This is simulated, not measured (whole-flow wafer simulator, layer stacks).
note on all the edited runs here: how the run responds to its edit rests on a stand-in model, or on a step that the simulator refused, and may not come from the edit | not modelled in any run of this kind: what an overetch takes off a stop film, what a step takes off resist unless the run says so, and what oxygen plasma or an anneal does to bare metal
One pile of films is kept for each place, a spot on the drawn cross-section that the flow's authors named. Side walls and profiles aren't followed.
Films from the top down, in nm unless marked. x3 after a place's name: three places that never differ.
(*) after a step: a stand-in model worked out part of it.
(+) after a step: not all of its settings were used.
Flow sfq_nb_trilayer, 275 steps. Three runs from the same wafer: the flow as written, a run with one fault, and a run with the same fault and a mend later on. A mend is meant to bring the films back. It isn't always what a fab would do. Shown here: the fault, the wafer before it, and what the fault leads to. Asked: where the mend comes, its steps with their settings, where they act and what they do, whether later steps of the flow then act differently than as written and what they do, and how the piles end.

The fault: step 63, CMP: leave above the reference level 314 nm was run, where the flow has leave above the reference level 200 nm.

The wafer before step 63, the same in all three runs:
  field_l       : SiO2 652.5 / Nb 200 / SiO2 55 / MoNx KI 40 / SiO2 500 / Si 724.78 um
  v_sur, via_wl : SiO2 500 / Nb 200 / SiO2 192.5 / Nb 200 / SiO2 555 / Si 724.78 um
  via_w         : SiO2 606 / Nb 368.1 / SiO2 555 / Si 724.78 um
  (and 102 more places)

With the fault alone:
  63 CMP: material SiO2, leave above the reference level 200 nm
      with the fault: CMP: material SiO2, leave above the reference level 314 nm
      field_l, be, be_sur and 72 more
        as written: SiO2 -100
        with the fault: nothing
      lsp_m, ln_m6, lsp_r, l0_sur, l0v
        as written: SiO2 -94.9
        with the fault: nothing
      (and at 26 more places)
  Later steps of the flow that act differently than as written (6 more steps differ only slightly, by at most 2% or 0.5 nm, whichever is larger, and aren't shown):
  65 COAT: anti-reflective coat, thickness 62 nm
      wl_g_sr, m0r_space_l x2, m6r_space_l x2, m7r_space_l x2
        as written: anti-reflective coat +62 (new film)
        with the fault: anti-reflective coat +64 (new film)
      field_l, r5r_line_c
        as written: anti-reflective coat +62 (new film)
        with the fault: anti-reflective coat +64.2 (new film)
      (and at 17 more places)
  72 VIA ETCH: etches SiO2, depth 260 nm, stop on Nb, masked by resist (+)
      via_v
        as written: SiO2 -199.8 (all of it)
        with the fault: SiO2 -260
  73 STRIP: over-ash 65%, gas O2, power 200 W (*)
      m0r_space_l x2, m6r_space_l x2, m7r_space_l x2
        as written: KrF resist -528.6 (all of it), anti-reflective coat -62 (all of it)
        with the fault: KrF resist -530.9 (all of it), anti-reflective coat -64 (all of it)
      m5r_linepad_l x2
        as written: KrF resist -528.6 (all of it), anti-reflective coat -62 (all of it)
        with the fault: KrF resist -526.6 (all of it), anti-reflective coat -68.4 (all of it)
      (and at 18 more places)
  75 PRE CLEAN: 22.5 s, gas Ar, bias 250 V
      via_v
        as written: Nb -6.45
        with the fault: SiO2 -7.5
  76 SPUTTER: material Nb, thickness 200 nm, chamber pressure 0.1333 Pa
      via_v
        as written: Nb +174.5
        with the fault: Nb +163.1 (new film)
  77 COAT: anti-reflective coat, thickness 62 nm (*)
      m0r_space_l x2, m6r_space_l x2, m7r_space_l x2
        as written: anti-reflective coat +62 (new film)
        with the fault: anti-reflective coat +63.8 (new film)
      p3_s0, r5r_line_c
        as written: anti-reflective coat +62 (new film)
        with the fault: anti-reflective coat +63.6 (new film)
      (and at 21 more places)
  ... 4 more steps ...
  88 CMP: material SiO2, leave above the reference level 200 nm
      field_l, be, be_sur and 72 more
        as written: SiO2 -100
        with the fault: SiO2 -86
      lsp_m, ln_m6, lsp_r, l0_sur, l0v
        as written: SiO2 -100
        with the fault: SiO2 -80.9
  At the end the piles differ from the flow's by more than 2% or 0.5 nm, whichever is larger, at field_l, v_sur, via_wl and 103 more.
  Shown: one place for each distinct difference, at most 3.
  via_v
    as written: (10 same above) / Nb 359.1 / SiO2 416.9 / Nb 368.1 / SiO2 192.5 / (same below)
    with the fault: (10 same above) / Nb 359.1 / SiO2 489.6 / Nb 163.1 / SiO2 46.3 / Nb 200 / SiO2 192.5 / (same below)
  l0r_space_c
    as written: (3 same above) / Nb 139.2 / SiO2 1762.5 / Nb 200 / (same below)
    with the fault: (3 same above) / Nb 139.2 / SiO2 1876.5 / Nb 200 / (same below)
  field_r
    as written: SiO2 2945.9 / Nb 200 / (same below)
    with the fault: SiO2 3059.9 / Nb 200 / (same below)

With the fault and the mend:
  The mend comes after step 70.
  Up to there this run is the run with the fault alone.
  70a STRIP: over-ash 65%, gas O2, power 200 W (*)
      p4_w1, p3_s2, p3_l3, p3_s3, p3_l4, p3_s4, p3_l5
        KrF resist -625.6 (all of it), anti-reflective coat -62.1 (all of it)
      m0r_line_l x2, m6r_line_l x2, m7r_line_l x2
        KrF resist -627.5 (all of it), anti-reflective coat -62.4 (all of it)
      m0r_space_l x2, m6r_space_l x2, m7r_space_l x2
        KrF resist -626.5 (all of it), anti-reflective coat -64 (all of it)
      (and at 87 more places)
  70b CMP: material SiO2, leave above the reference level 200 nm (the flow's step 63 once more)
      field_l, be, be_sur and 72 more
        SiO2 -100
      v_sur, via_wl, via_w and 23 more
        SiO2 -114
      lsp_m, ln_m6, lsp_r, l0_sur, l0v
        SiO2 -94.9
  70c COAT: anti-reflective coat, thickness 62 nm (the flow's step 65 once more)
      field_l, v_sur, via_wl and 103 more
        anti-reflective coat +62 (new film)
  70d COAT: KrF resist, thickness 650 nm (the flow's step 66 once more)
      field_l, v_sur, via_wl and 103 more
        KrF resist +650 (new film)
  70e SOFTBAKE: KrF resist (the flow's step 67 once more)
      changes no film at any place that is followed
  70f EXPOSE: photomask I1, dose 11.91 mJ/cm2, NA 0.6, wavelength 248 nm (*) (the flow's step 68 once more)
      changes no film at any place that is followed
  70g PEB: KrF resist, 90 s (the flow's step 69 once more)
      field_l, v_sur, via_wl and 103 more
        KrF resist -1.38
  70h DEVELOP: KrF resist, thickness 650 nm, 60 s (the flow's step 70 once more)
      field_l, v_sur, via_wl and 102 more
        KrF resist -23.5
      via_v
        KrF resist -648.6 (all of it)
  No later step of the flow acts differently than as written at any place that is followed.
  At the end the piles are the same as the flow's at every place that both follow.
